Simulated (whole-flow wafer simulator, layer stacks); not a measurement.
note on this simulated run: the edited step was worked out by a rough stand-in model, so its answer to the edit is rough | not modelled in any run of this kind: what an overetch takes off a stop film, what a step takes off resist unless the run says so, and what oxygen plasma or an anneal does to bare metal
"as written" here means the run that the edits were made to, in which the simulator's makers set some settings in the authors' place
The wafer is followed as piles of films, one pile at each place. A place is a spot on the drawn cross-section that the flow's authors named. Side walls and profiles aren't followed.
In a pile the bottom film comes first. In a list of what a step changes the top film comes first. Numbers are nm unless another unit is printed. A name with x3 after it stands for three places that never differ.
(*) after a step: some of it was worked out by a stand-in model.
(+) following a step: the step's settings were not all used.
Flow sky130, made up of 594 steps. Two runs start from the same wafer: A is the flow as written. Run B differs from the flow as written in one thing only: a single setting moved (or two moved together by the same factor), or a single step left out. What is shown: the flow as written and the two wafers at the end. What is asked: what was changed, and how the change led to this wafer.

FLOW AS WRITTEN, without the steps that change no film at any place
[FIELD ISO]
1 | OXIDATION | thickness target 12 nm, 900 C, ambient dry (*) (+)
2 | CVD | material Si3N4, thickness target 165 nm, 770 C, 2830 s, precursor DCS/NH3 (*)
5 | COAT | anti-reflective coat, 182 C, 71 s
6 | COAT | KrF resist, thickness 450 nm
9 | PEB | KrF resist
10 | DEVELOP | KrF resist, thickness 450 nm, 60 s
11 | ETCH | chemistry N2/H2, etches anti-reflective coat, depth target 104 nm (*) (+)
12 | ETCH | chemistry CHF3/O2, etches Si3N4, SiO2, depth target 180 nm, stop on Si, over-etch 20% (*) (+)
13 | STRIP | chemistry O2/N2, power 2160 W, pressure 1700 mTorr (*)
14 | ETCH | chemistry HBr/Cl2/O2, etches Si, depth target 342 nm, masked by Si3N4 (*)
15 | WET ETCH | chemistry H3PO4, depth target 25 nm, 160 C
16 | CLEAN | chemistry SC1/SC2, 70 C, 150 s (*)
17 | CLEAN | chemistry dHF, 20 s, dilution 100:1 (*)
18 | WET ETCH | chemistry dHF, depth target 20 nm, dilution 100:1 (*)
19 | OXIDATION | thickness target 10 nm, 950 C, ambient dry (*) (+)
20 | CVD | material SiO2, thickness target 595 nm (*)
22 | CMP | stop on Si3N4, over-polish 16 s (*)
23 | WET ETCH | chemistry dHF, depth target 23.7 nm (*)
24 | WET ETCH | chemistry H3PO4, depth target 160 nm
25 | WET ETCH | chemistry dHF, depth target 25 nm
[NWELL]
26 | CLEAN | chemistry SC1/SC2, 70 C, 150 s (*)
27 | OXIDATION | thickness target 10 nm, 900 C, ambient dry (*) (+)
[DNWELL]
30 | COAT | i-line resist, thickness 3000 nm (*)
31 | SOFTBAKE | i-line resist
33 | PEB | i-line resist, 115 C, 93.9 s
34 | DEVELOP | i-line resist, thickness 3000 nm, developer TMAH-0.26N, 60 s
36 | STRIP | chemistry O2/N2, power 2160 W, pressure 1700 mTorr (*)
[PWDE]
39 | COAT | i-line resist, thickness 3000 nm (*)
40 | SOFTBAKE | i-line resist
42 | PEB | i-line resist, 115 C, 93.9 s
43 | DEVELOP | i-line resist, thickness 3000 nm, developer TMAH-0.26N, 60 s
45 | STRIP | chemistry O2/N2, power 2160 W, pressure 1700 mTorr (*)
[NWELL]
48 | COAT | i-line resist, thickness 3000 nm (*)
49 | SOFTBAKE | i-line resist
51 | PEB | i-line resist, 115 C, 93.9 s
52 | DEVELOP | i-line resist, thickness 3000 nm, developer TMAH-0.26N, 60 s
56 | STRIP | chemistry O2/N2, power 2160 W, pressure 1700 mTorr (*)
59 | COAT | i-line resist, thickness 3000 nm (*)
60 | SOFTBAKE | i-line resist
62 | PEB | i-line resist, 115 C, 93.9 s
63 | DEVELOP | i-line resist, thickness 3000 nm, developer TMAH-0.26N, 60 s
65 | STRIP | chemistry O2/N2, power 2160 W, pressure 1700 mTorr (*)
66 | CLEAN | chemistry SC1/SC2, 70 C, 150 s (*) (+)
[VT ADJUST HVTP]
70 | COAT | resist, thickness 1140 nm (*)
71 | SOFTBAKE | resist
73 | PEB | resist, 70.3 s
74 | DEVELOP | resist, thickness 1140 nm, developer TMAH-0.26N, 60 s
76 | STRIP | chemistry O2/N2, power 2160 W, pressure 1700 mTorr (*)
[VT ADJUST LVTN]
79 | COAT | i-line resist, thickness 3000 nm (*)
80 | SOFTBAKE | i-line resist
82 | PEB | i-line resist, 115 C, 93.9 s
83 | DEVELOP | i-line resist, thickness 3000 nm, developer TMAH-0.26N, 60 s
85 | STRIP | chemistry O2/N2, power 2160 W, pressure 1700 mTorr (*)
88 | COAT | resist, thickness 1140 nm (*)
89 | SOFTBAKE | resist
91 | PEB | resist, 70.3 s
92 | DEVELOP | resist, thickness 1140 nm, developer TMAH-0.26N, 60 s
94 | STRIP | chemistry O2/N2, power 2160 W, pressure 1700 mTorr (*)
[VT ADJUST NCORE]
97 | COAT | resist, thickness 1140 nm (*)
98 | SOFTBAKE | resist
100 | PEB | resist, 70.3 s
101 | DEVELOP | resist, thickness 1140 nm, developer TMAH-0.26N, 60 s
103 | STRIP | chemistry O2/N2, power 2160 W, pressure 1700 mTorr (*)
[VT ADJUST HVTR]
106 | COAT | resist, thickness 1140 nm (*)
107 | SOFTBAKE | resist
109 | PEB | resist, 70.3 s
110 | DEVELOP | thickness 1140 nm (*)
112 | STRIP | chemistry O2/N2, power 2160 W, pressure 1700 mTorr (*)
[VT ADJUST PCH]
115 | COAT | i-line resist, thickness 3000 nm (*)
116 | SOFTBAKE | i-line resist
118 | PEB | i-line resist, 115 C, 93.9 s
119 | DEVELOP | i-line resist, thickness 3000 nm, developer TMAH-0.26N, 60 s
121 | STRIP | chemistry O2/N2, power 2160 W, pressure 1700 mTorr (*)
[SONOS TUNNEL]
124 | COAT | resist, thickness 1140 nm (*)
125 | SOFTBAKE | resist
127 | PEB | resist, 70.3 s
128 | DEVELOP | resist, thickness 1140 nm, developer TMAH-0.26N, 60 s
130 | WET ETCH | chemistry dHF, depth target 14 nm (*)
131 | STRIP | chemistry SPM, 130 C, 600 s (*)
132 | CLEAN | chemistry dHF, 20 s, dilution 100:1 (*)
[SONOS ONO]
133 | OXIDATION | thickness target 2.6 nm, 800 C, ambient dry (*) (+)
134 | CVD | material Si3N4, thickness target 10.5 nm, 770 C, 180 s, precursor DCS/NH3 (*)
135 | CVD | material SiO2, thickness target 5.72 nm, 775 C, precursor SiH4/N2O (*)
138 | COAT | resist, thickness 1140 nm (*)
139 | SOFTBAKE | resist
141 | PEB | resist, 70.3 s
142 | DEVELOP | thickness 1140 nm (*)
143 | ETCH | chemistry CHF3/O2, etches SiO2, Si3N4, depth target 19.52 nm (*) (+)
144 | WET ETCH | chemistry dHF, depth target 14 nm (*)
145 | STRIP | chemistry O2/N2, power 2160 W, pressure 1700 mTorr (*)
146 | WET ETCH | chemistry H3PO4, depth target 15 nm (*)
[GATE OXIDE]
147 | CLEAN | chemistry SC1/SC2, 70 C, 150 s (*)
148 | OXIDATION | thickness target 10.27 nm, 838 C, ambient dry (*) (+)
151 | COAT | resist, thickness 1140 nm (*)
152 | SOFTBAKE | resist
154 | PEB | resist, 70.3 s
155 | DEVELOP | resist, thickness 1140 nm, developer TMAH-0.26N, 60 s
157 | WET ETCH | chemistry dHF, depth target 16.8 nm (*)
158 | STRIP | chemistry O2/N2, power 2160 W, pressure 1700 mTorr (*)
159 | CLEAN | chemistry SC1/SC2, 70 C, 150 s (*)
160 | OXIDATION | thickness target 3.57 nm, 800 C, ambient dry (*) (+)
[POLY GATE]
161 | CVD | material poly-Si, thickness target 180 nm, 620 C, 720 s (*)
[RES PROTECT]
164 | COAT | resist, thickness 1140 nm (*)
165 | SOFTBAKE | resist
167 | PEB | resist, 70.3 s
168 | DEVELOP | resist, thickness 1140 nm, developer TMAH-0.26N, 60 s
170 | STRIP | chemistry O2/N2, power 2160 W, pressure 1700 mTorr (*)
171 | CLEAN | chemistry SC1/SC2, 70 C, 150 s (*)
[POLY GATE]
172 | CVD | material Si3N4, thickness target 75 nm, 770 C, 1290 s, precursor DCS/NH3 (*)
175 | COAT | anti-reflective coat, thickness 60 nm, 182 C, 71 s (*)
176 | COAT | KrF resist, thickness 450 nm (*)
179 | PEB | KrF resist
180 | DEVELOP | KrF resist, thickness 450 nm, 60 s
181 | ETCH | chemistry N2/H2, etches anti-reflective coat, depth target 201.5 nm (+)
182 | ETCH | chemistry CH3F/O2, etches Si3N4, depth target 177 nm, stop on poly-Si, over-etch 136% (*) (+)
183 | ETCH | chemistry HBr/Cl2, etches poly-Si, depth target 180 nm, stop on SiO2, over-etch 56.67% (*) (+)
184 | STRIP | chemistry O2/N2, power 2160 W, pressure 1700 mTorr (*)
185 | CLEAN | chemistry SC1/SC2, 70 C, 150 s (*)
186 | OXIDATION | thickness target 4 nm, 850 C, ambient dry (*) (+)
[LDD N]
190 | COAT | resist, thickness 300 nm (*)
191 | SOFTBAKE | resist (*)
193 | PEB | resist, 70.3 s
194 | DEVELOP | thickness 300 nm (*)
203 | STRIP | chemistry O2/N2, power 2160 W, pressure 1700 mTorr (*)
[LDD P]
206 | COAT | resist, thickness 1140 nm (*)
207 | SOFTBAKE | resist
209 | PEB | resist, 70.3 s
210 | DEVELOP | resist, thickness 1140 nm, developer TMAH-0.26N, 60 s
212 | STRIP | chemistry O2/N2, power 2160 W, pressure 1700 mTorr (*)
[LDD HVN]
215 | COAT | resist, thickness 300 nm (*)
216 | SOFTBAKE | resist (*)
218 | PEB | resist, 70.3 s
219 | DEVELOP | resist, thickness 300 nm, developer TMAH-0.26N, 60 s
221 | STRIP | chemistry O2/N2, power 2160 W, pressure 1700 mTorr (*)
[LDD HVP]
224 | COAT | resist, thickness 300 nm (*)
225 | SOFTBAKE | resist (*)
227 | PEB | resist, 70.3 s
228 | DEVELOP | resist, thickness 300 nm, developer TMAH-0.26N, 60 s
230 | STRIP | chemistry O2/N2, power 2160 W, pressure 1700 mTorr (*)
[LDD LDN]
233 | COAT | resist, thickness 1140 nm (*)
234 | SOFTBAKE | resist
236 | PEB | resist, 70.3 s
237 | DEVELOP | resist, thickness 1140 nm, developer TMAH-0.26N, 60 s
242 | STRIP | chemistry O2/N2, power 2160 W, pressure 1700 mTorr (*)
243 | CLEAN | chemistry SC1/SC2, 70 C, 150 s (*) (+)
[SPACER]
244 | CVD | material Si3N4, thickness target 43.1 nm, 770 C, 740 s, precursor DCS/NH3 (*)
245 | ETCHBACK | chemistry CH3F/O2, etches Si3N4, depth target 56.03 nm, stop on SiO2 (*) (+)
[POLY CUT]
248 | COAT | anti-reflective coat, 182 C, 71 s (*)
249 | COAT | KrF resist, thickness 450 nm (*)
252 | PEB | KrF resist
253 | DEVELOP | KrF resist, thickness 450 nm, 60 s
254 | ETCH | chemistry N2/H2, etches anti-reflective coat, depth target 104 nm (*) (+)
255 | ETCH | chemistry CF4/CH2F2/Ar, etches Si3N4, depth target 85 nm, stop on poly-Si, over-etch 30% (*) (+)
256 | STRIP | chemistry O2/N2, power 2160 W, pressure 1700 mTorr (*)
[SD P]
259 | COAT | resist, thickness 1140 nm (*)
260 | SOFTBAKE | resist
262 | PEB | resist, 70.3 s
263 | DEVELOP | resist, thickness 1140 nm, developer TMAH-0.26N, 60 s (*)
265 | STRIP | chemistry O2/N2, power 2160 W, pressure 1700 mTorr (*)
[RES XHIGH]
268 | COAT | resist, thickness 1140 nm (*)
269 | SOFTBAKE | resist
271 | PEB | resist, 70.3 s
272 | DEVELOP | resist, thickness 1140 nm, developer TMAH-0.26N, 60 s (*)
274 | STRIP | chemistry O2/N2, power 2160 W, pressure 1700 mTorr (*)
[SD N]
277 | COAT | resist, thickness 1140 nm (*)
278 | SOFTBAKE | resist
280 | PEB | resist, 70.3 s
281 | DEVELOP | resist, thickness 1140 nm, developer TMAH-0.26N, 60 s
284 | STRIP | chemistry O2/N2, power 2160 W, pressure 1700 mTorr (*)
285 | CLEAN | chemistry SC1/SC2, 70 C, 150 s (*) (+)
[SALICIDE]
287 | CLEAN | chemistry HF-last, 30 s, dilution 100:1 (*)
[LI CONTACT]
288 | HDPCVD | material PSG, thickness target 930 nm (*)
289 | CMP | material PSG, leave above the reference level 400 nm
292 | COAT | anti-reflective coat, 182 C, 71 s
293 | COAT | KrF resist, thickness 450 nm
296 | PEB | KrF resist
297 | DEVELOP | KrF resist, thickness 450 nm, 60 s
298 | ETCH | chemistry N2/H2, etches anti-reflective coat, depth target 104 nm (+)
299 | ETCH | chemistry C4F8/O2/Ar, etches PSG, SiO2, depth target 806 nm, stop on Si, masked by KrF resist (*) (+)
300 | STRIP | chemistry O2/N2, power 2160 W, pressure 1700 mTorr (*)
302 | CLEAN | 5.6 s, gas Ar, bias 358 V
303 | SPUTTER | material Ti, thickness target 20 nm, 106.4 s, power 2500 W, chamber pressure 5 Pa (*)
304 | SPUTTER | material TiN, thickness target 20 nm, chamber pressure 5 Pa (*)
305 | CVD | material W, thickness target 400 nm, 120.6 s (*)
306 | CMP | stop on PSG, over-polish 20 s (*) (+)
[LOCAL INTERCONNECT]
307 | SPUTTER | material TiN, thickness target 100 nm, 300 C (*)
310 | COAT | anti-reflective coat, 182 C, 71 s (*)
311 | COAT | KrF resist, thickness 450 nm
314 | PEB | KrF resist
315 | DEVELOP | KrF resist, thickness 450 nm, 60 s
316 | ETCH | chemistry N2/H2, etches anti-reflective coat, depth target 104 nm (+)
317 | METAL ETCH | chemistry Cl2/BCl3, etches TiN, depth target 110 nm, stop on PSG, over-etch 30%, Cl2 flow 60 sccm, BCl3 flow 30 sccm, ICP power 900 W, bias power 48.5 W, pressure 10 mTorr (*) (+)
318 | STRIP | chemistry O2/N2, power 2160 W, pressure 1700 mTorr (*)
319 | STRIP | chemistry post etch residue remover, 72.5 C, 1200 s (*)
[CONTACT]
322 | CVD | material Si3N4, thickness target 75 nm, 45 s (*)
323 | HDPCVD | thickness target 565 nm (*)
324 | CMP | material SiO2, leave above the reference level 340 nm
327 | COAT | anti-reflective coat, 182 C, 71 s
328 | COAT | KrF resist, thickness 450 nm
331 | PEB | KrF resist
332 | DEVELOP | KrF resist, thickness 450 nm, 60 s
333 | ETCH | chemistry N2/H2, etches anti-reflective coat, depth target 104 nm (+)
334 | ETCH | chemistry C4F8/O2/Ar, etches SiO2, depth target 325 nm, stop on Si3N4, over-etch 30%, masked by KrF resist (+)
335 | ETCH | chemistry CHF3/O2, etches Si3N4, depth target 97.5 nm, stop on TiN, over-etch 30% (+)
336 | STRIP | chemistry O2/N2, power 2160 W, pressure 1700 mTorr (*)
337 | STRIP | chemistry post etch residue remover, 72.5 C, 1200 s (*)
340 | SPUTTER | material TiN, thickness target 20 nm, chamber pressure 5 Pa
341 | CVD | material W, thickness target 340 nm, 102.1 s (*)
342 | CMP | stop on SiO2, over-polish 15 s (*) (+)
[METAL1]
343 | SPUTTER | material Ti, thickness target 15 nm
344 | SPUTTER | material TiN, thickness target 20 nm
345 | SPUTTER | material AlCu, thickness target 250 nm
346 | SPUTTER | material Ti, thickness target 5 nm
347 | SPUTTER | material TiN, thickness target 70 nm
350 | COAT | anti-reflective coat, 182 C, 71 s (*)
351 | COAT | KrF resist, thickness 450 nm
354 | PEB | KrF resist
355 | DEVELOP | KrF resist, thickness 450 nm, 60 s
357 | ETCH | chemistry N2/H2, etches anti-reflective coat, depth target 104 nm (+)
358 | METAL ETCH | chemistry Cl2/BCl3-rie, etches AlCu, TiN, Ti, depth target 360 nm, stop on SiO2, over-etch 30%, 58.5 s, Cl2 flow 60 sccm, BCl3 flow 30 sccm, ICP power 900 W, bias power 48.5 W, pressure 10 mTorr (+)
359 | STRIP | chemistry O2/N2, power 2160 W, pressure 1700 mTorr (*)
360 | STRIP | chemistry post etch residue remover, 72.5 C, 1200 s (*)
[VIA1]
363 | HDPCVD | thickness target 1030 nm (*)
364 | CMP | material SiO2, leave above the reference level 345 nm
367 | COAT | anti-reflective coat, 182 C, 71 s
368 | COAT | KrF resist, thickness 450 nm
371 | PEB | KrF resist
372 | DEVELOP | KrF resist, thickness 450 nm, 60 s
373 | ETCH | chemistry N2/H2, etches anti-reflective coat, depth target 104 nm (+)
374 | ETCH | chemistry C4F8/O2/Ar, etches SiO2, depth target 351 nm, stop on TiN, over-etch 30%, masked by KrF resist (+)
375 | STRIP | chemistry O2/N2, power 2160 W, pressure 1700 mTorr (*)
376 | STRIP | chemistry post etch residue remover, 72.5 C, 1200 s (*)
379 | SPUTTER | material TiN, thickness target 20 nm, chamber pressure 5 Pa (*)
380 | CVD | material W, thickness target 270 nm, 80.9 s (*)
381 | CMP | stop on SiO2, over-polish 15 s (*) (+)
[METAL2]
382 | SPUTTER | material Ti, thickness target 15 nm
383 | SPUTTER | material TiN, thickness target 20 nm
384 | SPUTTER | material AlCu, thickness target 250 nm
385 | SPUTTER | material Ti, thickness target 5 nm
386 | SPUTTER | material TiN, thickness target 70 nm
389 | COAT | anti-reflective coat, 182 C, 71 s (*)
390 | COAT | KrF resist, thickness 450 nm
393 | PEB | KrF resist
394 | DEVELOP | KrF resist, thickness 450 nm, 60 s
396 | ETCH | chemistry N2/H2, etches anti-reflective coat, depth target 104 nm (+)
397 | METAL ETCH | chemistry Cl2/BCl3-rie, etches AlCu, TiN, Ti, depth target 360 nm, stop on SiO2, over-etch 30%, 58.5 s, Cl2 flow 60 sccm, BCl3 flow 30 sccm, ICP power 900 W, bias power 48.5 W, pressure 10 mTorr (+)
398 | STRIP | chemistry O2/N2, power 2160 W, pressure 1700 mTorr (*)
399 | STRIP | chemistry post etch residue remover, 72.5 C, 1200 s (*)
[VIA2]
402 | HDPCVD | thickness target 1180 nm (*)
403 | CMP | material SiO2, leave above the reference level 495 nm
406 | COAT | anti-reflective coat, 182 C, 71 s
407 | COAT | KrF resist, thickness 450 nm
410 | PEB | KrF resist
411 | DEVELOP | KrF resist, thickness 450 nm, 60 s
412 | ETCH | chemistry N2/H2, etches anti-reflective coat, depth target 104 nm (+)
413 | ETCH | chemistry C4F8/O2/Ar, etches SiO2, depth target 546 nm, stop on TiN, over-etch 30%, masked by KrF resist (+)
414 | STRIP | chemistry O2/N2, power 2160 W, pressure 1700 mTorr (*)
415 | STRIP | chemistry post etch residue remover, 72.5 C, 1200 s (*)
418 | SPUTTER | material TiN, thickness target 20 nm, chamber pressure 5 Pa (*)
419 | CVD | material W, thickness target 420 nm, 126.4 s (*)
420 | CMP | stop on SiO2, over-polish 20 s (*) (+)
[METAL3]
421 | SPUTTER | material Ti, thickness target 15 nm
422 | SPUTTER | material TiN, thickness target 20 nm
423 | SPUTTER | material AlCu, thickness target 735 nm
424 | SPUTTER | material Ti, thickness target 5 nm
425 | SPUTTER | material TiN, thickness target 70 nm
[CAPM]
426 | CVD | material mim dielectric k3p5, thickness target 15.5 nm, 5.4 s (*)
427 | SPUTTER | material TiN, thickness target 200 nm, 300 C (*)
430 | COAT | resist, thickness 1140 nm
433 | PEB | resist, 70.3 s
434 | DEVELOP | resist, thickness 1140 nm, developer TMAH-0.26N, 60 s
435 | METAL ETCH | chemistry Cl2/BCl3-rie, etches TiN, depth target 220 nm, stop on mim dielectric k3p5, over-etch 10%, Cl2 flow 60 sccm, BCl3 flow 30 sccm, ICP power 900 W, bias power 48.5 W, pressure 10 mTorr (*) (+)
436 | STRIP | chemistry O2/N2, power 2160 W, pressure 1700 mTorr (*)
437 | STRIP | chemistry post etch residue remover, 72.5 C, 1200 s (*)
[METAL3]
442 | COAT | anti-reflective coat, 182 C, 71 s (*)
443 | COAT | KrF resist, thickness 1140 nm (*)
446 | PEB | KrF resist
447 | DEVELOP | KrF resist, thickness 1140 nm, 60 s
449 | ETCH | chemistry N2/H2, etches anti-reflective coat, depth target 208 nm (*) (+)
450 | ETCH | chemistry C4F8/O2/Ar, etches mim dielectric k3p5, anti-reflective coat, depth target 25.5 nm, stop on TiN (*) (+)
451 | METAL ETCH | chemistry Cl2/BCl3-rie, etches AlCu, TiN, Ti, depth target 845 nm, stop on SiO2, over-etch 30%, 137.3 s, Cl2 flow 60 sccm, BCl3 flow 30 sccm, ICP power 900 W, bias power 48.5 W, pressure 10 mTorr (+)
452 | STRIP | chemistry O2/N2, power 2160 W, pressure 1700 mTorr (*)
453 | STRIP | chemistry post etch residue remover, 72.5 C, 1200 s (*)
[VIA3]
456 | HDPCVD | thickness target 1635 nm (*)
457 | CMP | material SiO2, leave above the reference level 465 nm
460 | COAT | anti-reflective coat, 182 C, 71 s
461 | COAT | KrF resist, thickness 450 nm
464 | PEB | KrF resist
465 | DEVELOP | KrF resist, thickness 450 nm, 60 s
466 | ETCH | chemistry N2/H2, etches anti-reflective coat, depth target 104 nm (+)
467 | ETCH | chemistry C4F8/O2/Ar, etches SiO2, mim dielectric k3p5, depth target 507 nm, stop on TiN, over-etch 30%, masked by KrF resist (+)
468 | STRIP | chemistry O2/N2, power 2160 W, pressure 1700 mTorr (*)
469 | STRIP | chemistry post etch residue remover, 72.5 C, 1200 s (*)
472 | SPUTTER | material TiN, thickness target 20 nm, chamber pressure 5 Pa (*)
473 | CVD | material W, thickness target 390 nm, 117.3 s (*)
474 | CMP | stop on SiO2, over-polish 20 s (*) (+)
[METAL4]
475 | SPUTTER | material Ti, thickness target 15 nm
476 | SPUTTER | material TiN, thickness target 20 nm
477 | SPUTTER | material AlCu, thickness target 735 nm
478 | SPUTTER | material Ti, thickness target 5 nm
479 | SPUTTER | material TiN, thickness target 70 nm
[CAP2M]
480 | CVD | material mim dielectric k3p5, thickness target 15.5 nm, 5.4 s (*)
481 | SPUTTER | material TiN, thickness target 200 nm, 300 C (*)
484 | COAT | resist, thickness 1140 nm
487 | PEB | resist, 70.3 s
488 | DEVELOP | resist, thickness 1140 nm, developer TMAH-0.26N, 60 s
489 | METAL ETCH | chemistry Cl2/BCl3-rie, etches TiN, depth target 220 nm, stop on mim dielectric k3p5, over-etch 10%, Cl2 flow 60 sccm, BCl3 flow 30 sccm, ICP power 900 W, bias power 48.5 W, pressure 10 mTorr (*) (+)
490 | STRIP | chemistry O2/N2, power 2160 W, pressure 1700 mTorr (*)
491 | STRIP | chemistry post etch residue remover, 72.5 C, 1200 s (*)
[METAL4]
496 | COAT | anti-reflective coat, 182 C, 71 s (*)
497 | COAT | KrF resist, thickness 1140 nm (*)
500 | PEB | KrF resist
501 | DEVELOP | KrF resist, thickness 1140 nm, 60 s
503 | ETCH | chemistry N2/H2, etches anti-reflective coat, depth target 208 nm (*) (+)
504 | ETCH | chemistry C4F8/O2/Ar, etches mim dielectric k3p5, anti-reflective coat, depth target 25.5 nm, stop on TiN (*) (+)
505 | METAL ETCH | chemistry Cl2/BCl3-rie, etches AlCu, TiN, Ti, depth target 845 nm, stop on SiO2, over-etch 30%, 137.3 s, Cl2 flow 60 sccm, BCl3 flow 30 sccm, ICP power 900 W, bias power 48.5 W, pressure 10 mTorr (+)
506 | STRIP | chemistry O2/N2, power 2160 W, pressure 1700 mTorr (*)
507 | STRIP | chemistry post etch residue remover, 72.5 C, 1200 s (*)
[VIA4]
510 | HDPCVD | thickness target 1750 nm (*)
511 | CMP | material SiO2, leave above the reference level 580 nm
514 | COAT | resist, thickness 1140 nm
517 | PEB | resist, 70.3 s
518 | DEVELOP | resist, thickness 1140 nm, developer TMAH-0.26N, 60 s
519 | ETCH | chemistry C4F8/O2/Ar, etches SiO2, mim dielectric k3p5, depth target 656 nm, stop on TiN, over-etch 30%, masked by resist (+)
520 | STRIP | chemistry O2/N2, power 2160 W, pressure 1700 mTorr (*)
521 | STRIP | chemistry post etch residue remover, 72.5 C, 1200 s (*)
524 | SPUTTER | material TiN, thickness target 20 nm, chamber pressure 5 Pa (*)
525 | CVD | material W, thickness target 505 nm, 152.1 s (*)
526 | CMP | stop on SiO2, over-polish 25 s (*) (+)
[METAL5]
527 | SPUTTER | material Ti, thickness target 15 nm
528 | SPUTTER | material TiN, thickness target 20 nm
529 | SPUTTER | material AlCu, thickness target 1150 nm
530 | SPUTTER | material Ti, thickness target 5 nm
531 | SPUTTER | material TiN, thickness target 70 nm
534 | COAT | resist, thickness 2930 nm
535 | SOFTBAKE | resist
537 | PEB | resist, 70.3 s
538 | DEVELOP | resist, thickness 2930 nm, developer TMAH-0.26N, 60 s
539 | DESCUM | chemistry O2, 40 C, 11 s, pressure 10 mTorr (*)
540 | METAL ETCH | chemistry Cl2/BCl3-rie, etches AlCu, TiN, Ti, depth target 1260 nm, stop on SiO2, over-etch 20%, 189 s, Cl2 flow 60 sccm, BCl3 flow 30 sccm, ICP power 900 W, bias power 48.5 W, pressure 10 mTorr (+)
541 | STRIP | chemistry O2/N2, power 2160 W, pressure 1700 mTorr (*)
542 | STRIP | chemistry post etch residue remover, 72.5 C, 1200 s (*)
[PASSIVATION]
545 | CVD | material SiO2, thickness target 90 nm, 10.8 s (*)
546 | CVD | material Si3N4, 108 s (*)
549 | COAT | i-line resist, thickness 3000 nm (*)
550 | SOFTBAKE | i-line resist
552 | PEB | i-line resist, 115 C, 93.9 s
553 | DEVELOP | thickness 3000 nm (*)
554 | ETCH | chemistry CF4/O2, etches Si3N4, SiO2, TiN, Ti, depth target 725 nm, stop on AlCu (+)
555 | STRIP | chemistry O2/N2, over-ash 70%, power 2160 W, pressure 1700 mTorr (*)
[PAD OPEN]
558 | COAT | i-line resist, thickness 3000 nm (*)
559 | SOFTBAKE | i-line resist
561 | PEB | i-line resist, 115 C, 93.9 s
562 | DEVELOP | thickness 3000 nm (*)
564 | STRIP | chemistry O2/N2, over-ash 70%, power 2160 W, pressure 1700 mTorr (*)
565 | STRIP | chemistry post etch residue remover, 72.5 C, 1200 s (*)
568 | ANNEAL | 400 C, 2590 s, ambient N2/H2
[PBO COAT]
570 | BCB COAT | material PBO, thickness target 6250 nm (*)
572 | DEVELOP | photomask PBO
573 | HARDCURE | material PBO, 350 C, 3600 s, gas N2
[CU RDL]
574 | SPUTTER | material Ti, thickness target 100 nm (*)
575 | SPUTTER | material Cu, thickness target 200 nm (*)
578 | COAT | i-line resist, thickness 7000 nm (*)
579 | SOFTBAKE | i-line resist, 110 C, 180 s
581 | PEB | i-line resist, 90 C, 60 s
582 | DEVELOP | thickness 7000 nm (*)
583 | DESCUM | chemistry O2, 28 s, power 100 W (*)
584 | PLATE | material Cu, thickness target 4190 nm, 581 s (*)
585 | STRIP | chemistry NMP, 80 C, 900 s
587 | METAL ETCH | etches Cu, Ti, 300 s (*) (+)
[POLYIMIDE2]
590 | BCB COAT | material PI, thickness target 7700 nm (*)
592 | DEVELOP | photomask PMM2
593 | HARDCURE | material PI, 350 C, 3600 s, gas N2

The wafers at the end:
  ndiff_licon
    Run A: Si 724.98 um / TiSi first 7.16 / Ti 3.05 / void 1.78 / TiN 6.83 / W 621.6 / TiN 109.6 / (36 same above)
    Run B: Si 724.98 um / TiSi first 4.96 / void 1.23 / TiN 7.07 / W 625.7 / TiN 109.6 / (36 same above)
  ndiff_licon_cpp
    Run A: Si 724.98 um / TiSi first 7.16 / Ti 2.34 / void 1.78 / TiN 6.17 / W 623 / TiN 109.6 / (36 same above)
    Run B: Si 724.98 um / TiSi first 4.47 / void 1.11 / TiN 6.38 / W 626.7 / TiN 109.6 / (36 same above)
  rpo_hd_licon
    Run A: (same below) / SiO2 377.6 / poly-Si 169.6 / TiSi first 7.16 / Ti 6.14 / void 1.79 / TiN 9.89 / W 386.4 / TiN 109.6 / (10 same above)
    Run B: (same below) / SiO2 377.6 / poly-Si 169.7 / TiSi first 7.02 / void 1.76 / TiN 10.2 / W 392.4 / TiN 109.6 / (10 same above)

Cause: step 303, SPUTTER: 42.55 s was run, though the flow has 106.4 s.

How this came from the change, step by step:
  303 | SPUTTER | material Ti, thickness target 20 nm, 106.4 s, power 2500 W, chamber pressure 5 Pa (*)
      field, active, n_well and 185 more: A +20 Ti (new film) | B +7.89 Ti (new film)
      ndiff_licon: A +7.24 Ti (new film) | B +2.9 Ti (new film)
      (also at 2 further places)
  306 | CMP | stop on PSG, over-polish 20 s (*) (+)
      field, active, n_well and 184 more: A -400 W (all of it), -20 TiN (all of it), -20 Ti (all of it), -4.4 PSG | B -400 W (all of it), -20 TiN (all of it), -7.89 Ti (all of it), -4.4 PSG
      ndiff_licon, ndiff_licon_cpp, rpo_hd_licon: A -444.9 W | B -432.8 W
      (also at 1 further place)
  568 | ANNEAL | 400 C, 2590 s, ambient N2/H2
      ndiff_licon: A under 37 films: +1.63 void (new film), -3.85 Ti, +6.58 TiSi first (new film), -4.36 Si | B under 37 films: +1.23 void (new film), +4.96 TiSi first (new film), -2.9 Ti (all of it), -3.29 Si
      ndiff_licon_cpp: A under 37 films: +1.63 void (new film), -3.85 Ti, +6.58 TiSi first (new film), -4.36 Si | B under 37 films: +1.11 void (new film), +4.47 TiSi first (new film), -2.62 Ti (all of it), -2.97 Si
If metal films that touch count as one body, ndiff_licon has 5 bodies (between them, from the top down: SiO2 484 / mim dielectric k3p5 15.5; SiO2 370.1 / mim dielectric k3p5 15.5; SiO2 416; SiO2 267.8); the flow as written gives 6 bodies (between them, from the top down: SiO2 484 / mim dielectric k3p5 15.5; SiO2 370.1 / mim dielectric k3p5 15.5; SiO2 416; SiO2 267.8; void 1.78).
If metal films that touch count as one body, ndiff_licon_cpp has 5 bodies (between them, from the top down: SiO2 484 / mim dielectric k3p5 15.5; SiO2 370.1 / mim dielectric k3p5 15.5; SiO2 416; SiO2 267.8); the flow as written gives 6 bodies (between them, from the top down: SiO2 484 / mim dielectric k3p5 15.5; SiO2 370.1 / mim dielectric k3p5 15.5; SiO2 416; SiO2 267.8; void 1.78).
If metal films that touch count as one body, rpo_hd_licon has 1 body; the flow as written gives 2 bodies (between them, from the top down: void 1.79).
